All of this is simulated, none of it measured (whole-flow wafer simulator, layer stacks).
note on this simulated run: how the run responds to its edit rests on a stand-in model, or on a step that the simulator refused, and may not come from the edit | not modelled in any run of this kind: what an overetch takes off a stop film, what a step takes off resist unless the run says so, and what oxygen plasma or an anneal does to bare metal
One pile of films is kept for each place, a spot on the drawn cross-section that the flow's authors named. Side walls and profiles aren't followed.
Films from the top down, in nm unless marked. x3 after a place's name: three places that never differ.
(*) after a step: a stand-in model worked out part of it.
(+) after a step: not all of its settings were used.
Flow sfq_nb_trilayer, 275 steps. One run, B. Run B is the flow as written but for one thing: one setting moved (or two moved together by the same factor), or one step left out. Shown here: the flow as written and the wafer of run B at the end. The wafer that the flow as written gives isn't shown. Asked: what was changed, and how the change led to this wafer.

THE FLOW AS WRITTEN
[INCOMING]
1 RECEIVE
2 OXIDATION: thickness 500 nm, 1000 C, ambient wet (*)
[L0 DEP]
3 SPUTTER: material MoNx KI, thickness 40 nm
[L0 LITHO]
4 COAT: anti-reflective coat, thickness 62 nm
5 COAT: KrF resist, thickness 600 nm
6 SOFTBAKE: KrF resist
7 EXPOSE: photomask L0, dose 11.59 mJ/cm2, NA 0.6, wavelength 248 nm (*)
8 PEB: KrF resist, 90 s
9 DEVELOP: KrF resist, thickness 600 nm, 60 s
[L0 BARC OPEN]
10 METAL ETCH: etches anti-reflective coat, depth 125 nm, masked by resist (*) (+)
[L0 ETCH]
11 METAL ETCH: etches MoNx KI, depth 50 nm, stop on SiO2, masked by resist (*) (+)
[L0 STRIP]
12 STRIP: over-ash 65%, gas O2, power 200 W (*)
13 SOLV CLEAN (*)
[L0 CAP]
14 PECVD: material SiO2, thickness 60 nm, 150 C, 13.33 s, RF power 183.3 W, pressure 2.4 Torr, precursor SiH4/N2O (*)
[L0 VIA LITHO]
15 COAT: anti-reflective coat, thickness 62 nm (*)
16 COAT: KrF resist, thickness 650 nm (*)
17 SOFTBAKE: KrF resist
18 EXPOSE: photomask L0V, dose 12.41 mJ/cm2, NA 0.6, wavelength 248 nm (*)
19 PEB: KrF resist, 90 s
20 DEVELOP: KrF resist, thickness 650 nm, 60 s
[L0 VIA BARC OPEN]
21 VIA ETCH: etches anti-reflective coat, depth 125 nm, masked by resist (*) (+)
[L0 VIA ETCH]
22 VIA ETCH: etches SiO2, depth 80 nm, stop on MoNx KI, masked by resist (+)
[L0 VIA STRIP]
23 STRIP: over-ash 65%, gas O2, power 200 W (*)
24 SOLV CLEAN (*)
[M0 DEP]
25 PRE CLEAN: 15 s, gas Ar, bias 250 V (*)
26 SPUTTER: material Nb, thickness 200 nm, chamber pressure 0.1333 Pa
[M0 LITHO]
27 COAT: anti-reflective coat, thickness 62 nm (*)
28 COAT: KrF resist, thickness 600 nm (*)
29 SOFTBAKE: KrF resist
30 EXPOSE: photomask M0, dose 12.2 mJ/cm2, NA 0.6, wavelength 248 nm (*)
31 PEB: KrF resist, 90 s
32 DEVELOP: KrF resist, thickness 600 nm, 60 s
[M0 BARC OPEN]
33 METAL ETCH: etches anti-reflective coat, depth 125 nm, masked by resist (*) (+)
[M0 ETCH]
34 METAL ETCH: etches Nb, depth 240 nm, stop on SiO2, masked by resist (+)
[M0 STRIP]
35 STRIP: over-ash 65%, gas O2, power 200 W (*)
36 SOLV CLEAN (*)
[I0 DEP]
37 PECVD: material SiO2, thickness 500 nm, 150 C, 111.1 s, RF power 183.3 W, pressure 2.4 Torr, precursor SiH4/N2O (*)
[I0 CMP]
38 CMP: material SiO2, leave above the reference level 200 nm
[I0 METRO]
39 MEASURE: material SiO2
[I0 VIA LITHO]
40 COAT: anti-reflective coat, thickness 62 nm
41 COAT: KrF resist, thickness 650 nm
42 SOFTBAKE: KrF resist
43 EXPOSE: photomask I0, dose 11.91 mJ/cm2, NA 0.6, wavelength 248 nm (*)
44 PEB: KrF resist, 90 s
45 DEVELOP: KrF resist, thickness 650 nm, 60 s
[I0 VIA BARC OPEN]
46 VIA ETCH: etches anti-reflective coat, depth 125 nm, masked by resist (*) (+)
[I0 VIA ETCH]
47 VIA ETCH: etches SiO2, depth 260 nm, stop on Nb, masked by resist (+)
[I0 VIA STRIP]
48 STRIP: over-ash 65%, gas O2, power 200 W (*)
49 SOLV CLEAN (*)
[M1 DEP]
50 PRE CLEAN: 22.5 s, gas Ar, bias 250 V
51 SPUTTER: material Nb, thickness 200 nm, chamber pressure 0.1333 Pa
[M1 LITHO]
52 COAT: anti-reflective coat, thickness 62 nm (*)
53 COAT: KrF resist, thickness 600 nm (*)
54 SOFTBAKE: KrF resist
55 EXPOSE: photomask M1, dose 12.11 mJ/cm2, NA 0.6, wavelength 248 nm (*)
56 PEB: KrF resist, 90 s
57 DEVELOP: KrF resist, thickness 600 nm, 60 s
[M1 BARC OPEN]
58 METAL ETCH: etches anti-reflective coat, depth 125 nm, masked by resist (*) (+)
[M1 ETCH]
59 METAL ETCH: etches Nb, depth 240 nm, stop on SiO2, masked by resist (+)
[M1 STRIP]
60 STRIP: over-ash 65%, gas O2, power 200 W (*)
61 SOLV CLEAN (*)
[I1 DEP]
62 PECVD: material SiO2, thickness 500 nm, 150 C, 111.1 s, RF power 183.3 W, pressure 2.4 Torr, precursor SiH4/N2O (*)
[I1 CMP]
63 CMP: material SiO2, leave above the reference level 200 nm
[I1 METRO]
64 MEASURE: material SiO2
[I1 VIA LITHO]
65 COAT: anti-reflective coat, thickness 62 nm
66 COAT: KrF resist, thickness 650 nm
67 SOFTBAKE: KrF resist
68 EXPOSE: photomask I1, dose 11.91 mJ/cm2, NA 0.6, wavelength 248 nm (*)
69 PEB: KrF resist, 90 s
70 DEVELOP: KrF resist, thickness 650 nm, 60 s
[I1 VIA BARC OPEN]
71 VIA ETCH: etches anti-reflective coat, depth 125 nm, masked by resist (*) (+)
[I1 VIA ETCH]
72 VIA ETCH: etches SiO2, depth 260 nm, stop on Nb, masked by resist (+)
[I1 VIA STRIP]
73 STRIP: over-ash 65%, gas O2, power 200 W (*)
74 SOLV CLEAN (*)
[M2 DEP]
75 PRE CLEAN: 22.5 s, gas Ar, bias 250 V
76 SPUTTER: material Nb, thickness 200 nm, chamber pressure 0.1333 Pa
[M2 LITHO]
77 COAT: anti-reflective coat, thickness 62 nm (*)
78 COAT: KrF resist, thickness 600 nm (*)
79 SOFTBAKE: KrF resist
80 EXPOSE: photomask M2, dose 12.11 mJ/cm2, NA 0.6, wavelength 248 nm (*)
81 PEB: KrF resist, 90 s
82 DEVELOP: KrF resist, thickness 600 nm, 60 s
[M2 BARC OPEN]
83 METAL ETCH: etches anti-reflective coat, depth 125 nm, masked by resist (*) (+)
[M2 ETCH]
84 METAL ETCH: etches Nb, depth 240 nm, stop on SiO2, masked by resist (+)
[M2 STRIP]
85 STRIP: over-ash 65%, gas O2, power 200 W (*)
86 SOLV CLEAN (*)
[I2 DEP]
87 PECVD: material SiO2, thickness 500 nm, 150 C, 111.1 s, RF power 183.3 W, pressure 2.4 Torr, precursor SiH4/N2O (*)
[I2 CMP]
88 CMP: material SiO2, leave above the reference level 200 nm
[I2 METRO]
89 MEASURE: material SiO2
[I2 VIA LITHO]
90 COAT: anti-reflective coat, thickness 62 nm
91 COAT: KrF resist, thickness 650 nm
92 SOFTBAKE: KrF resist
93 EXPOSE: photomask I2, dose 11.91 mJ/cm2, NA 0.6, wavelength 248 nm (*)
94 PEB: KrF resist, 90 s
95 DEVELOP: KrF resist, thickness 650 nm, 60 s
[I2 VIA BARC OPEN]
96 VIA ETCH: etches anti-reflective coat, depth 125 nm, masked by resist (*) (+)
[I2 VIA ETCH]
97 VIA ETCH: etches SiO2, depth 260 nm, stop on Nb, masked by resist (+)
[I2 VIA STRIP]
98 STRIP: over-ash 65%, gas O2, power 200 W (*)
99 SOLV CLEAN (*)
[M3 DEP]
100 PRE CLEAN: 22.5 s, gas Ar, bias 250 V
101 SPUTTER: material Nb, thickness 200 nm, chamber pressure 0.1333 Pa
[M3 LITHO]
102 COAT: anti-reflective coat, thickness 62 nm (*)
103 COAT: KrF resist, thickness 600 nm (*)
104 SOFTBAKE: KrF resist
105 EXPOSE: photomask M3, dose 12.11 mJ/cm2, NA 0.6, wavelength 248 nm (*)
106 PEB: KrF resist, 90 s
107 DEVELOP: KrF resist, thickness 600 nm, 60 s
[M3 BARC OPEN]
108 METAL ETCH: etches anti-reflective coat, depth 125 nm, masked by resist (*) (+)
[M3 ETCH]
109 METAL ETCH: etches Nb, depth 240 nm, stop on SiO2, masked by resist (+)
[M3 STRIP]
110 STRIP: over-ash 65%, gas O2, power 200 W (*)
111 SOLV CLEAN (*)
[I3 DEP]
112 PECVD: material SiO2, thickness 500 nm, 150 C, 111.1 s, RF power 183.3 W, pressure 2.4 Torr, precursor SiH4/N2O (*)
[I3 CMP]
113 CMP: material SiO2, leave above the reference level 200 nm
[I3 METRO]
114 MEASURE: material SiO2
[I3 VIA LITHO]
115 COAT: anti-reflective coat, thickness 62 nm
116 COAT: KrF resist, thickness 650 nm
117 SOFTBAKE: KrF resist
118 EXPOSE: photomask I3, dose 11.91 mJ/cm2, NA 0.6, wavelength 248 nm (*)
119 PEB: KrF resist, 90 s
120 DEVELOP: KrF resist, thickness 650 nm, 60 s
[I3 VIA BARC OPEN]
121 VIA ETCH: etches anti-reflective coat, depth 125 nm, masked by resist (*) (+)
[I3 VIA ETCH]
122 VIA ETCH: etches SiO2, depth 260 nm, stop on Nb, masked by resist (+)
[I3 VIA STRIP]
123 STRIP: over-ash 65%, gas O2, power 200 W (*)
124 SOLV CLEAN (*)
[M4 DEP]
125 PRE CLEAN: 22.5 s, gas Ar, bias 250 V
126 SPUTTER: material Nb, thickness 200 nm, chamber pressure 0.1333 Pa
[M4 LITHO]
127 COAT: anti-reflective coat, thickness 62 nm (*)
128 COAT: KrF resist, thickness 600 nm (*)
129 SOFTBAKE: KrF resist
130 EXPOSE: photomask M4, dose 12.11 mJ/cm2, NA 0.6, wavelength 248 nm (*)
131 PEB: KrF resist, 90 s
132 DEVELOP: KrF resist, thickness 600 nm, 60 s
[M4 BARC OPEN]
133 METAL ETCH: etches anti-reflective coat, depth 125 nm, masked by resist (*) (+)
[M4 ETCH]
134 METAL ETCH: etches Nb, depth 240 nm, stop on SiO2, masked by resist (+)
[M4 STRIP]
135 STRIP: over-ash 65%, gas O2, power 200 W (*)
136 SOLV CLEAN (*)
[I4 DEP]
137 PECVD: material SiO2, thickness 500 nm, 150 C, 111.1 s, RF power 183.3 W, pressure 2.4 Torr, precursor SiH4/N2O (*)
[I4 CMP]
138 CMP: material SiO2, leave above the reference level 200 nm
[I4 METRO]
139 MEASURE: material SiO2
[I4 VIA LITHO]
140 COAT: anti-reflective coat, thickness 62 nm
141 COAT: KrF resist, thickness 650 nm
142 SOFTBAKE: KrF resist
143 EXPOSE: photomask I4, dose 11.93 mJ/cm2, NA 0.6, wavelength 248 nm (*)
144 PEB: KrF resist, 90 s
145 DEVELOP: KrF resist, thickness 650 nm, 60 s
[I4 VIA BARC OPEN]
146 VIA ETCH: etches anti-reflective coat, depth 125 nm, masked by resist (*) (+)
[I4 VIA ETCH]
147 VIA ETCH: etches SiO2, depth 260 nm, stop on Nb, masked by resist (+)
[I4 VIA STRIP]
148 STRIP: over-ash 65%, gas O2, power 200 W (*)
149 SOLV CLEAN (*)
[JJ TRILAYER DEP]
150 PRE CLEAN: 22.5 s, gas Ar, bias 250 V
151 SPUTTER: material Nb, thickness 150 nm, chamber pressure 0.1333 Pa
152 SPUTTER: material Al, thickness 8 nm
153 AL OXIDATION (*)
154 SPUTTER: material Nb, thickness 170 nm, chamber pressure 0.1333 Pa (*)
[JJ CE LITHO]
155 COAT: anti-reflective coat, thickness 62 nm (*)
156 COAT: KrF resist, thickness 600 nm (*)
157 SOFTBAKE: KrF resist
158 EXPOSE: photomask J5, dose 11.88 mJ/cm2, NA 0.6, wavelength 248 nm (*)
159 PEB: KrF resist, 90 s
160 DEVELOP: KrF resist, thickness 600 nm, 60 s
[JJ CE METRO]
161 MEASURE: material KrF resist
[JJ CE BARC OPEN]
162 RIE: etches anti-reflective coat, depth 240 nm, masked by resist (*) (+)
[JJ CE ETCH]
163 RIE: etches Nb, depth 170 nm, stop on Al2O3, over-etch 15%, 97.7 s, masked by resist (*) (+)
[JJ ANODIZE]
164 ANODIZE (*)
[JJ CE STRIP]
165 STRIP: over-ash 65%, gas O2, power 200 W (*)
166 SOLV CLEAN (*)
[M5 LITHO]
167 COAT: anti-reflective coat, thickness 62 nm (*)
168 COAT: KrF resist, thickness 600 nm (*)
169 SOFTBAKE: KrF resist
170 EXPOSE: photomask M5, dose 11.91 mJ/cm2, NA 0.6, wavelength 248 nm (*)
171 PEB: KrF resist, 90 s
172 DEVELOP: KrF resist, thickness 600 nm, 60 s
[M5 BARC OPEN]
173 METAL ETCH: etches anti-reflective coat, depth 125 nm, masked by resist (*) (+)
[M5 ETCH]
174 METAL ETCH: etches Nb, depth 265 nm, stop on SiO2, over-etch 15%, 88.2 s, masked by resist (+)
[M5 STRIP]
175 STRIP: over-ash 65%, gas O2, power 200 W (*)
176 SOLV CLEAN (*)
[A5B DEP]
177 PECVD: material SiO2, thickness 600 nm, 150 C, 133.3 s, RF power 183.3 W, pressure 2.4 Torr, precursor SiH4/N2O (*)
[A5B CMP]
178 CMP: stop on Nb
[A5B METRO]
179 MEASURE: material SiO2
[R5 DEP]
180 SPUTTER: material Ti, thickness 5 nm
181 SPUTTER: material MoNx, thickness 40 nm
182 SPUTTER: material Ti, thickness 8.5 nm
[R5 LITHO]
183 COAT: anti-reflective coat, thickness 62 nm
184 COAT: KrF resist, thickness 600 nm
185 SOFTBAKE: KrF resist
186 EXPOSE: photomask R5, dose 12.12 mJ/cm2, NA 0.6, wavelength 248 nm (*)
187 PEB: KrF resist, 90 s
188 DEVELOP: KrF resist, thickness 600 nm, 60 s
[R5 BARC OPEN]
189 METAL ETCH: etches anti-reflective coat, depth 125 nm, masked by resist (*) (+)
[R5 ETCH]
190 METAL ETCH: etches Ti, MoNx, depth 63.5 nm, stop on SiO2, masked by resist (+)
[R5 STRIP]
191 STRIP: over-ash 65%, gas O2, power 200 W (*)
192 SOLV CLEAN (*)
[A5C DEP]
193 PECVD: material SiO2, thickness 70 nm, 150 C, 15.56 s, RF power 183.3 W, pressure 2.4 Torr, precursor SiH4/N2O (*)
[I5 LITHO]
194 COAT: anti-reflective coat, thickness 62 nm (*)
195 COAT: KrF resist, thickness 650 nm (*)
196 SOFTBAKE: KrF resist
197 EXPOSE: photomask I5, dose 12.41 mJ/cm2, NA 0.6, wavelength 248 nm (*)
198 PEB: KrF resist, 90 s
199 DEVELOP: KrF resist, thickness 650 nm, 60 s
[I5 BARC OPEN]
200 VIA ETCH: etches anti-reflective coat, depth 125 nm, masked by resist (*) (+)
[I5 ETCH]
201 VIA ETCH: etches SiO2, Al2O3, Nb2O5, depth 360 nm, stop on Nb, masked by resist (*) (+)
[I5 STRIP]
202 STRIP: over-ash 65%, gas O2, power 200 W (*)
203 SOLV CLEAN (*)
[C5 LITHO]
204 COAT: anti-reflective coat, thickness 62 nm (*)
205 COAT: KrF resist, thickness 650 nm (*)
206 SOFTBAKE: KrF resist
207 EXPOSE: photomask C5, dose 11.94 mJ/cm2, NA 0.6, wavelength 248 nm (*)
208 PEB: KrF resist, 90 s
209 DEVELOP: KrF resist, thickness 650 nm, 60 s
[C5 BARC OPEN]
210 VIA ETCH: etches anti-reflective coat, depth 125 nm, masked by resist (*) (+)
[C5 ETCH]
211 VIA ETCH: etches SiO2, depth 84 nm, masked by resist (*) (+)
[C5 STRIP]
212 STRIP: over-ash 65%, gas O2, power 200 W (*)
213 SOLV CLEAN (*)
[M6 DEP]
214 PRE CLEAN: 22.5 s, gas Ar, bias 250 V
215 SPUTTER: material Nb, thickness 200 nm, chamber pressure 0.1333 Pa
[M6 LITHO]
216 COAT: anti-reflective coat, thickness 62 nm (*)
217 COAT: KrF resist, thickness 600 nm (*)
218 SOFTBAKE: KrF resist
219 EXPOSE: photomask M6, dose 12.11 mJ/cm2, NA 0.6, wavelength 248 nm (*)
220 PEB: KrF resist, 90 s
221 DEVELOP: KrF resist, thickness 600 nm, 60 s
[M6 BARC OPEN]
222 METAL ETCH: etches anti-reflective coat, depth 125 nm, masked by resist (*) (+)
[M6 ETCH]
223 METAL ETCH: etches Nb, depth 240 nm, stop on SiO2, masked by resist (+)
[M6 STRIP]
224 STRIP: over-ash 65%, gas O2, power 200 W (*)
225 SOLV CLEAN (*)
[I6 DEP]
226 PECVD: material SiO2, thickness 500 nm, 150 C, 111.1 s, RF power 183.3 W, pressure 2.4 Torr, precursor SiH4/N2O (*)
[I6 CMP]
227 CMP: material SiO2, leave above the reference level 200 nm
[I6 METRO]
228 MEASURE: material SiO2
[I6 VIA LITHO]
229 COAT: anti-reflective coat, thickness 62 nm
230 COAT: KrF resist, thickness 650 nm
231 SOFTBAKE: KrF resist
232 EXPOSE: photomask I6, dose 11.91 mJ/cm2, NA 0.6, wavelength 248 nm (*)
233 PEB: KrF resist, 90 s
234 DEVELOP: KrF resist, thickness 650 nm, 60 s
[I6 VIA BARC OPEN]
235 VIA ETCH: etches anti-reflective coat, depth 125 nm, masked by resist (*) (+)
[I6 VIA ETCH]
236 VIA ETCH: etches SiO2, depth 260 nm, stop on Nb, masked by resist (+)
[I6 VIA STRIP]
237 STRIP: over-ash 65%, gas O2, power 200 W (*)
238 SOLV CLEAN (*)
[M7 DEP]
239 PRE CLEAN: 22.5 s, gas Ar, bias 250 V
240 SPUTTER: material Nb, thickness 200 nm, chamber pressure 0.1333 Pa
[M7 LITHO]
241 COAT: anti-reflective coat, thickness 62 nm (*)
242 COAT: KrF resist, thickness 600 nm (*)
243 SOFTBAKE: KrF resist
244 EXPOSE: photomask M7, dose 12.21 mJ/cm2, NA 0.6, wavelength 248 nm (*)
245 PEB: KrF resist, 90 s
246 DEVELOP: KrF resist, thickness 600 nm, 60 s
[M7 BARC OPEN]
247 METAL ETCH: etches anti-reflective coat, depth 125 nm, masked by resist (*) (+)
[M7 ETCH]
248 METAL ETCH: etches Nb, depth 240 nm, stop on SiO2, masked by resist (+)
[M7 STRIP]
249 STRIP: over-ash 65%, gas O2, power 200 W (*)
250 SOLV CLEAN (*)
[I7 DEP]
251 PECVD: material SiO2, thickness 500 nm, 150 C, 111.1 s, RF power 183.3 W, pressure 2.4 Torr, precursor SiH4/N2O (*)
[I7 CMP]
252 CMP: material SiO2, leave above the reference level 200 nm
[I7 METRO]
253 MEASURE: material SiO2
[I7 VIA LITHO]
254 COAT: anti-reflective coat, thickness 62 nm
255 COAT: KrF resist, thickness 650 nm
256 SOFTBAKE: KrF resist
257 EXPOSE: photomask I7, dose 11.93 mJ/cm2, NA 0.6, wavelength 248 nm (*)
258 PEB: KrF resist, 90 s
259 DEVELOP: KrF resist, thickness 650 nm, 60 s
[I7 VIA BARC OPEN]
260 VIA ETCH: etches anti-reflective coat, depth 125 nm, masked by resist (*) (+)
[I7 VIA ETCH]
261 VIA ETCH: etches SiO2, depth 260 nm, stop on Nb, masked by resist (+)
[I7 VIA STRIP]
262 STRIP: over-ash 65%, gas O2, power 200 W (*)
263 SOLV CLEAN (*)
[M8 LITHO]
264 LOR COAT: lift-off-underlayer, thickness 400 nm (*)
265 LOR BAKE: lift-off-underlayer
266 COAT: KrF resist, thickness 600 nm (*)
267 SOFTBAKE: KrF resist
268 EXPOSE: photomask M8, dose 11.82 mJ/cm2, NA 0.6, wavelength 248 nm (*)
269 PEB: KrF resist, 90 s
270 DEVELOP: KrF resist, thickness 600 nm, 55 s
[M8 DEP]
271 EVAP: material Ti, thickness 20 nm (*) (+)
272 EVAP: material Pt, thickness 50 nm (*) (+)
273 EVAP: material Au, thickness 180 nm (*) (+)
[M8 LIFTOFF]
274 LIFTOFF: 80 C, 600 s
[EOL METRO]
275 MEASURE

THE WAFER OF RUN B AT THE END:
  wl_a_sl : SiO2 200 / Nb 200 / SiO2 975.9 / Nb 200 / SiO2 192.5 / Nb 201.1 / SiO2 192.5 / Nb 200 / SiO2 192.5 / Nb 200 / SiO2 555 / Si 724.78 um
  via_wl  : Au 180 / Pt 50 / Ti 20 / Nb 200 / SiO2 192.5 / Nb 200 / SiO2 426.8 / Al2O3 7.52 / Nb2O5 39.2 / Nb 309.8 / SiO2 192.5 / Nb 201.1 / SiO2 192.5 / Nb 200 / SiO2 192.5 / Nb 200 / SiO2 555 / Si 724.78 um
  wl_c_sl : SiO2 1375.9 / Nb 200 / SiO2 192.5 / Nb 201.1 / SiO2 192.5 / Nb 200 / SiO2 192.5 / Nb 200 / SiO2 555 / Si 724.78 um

The cause: step 87, PECVD: material SiO2, thickness 500 nm, 150 C, 111.1 s, RF power 183.3 W, pressure 2.4 Torr, precursor SiH4/N2O (*), was left out.

How the change led to this, step by step:
  88 CMP: material SiO2, leave above the reference level 200 nm
      field_l, be, be_sur and 81 more: nothing (as written it would be: SiO2 -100)
      v_sur, via_wl, via_w and 18 more: Nb -192.5 (as written it would be: SiO2 -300)
      (and at 1 more place)
  90 COAT: anti-reflective coat, thickness 62 nm
      m5r_linepad_l, m5r_linepad_r: anti-reflective coat +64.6 (new film) (as written it would be: anti-reflective coat +62 (new film))
      r5r_spacepad_l, r5r_spacepad_r: anti-reflective coat +64.7 (new film) (as written it would be: anti-reflective coat +62 (new film))
      (and at 6 more places)
  97 VIA ETCH: etches SiO2, depth 260 nm, stop on Nb, masked by resist (+)
      via_w: Nb -7.5 (all of it), SiO2 -170 (as written it would be: SiO2 -199.8 (all of it))
  98 STRIP: over-ash 65%, gas O2, power 200 W (*)
      m5r_linepad_l, m5r_linepad_r: KrF resist -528 (all of it), anti-reflective coat -64.6 (all of it) (as written it would be: KrF resist -528.6 (all of it), anti-reflective coat -62 (all of it))
      r5r_spacepad_l, r5r_spacepad_r: KrF resist -528.3 (all of it), anti-reflective coat -64.7 (all of it) (as written it would be: KrF resist -528.6 (all of it), anti-reflective coat -62 (all of it))
      (and at 6 more places)
  100 PRE CLEAN: 22.5 s, gas Ar, bias 250 V
      v_sur, via_wl, via_wr and 18 more: Nb -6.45 (as written it would be: SiO2 -7.5)
      via_w: SiO2 -7.5 (as written it would be: Nb -6.45)
  101 SPUTTER: material Nb, thickness 200 nm, chamber pressure 0.1333 Pa
      v_sur, via_wl, via_wr and 18 more: Nb +200 (as written it would be: Nb +200 (new film))
      via_w: Nb +170 (new film) (as written it would be: Nb +165.5)
  102 COAT: anti-reflective coat, thickness 62 nm (*)
      wl_d_sl, wl_d_sr, r5r_line_l: anti-reflective coat +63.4 (new film) (as written it would be: anti-reflective coat +62 (new film))
      via_wl, via_wr: anti-reflective coat +34.9 (new film) (as written it would be: anti-reflective coat +34.2 (new film))
      (and at 12 more places)
  103 COAT: KrF resist, thickness 600 nm (*)
      via_w: KrF resist +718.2 (new film) (as written it would be: KrF resist +737.9 (new film))
      via_v: KrF resist +607.6 (new film) (as written it would be: KrF resist +595.2 (new film))
  108 METAL ETCH: etches anti-reflective coat, depth 125 nm, masked by resist (*) (+)
      wl_d_sl, wl_d_sr, r5r_line_l: anti-reflective coat -63.4 (all of it) (as written it would be: anti-reflective coat -62 (all of it))
      m5r_linepad_l, m5r_linepad_r: anti-reflective coat -65.1 (all of it) (as written it would be: anti-reflective coat -62 (all of it))
      (and at 5 more places)
  110 STRIP: over-ash 65%, gas O2, power 200 W (*)
      via_wl, via_wr: KrF resist -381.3 (all of it), anti-reflective coat -34.9 (all of it) (as written it would be: KrF resist -384.2 (all of it), anti-reflective coat -34.2 (all of it))
      v_sur: KrF resist -363.6 (all of it), anti-reflective coat -59.2 (all of it) (as written it would be: KrF resist -365.3 (all of it), anti-reflective coat -61.1 (all of it))
      (and at 4 more places)
  112 PECVD: material SiO2, thickness 500 nm, 150 C, 111.1 s, RF power 183.3 W, pressure 2.4 Torr, precursor SiH4/N2O (*)
      via_w: SiO2 +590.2 (new film) (as written it would be: SiO2 +615 (new film))
  113 CMP: material SiO2, leave above the reference level 200 nm
      field_l, be, be_sur and 64 more: SiO2 -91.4 (as written it would be: SiO2 -100)
      p4_w1, p4_w2, p4_w3 and 6 more: SiO2 -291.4 (as written it would be: SiO2 -300)
      (and at 9 more places)
  122 VIA ETCH: etches SiO2, depth 260 nm, stop on Nb, masked by resist (+)
      via_v: SiO2 -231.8 (all of it) (as written it would be: SiO2 -199.8 (all of it))
  126 SPUTTER: material Nb, thickness 200 nm, chamber pressure 0.1333 Pa
      via_v: Nb +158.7 (as written it would be: Nb +165.5)
  127 COAT: anti-reflective coat, thickness 62 nm (*)
      via_v: anti-reflective coat +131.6 (new film) (as written it would be: anti-reflective coat +124.8 (new film))
  128 COAT: KrF resist, thickness 600 nm (*)
      via_v: KrF resist +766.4 (new film) (as written it would be: KrF resist +739.8 (new film))
  ... 1 more step ...
  137 PECVD: material SiO2, thickness 500 nm, 150 C, 111.1 s, RF power 183.3 W, pressure 2.4 Torr, precursor SiH4/N2O (*)
      via_v: SiO2 +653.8 (new film) (as written it would be: SiO2 +615 (new film))
Counting metal films that touch as one body, wl_a_sl has 5 bodies (between them, from the top down: SiO2 975.9; SiO2 192.5; SiO2 192.5; SiO2 192.5); the flow as written gives 6 bodies (between them, from the top down: SiO2 975.9; SiO2 192.5; SiO2 192.5; SiO2 192.5; SiO2 192.5).
Counting metal films that touch as one body, via_wl has 6 bodies (between them, from the top down: SiO2 192.5; SiO2 426.8 / Al2O3 7.52 / Nb2O5 39.2; SiO2 192.5; SiO2 192.5; SiO2 192.5); the flow as written gives 7 bodies (between them, from the top down: SiO2 192.5; SiO2 426.8 / Al2O3 7.52 / Nb2O5 39.2; SiO2 192.5; SiO2 192.5; SiO2 192.5; SiO2 192.5).
Counting metal films that touch as one body, wl_c_sl has 4 bodies (between them, from the top down: SiO2 192.5; SiO2 192.5; SiO2 192.5); the flow as written gives 5 bodies (between them, from the top down: SiO2 192.5; SiO2 192.5; SiO2 192.5; SiO2 192.5).
